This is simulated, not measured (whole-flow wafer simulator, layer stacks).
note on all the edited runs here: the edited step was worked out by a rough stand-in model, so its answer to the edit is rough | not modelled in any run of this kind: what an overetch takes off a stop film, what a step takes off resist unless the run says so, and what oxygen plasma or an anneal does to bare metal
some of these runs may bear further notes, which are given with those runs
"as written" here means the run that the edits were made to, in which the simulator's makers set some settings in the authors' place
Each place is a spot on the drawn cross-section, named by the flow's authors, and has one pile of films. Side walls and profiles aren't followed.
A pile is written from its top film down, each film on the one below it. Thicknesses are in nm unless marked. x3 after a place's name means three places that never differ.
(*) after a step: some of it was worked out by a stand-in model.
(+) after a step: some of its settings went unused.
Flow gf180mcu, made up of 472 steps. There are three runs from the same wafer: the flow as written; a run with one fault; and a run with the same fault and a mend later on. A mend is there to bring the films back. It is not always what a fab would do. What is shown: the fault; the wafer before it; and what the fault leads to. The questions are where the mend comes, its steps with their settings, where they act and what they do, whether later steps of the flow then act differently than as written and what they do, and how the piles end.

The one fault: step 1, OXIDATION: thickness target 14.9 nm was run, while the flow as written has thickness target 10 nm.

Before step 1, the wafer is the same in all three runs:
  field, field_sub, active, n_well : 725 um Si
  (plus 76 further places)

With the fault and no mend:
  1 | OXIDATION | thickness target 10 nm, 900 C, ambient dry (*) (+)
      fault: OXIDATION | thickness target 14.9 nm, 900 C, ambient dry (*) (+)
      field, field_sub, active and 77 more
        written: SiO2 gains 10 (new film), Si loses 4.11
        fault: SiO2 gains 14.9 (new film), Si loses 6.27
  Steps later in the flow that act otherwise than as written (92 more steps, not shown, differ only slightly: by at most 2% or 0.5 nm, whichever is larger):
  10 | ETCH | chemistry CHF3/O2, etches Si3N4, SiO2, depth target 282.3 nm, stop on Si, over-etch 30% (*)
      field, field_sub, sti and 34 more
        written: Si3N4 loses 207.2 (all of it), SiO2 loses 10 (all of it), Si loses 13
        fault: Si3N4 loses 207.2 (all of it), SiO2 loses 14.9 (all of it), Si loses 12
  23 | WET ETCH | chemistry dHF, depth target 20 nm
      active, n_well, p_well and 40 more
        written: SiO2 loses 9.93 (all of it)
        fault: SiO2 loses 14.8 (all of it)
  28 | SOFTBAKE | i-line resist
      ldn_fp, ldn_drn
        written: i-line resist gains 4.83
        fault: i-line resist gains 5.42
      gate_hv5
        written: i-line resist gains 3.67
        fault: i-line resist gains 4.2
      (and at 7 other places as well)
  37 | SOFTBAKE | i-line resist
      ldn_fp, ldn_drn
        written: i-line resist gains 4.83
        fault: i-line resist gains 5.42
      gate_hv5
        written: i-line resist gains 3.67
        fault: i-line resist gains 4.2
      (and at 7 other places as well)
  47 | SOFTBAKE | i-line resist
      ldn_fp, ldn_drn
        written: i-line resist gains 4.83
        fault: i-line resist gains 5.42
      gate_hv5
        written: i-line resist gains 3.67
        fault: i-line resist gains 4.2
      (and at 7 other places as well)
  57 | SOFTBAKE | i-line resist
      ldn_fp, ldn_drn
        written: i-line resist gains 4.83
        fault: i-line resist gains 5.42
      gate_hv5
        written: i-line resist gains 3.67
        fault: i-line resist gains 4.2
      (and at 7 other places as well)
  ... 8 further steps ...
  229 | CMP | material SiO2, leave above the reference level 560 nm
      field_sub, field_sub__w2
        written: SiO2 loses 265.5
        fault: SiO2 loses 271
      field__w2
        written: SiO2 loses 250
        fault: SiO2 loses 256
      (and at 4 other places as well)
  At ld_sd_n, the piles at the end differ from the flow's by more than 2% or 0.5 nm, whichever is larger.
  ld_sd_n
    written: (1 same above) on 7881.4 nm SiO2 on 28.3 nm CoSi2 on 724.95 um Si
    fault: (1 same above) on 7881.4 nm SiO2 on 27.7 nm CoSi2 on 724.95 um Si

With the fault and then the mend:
  After step 1 comes the mend.
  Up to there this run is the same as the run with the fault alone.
  1a | WET ETCH | chemistry dHF, depth target 4.9 nm, 25 C, dilution 100:1
      field, field_sub, active and 77 more
        SiO2 loses 4.9
  Every later step of the flow that is run acts as written at every place that is followed.
  When the end is reached, the piles differ only a little from the flow's at the places that both follow, at most by 2% or 0.5 nm, whichever is larger.
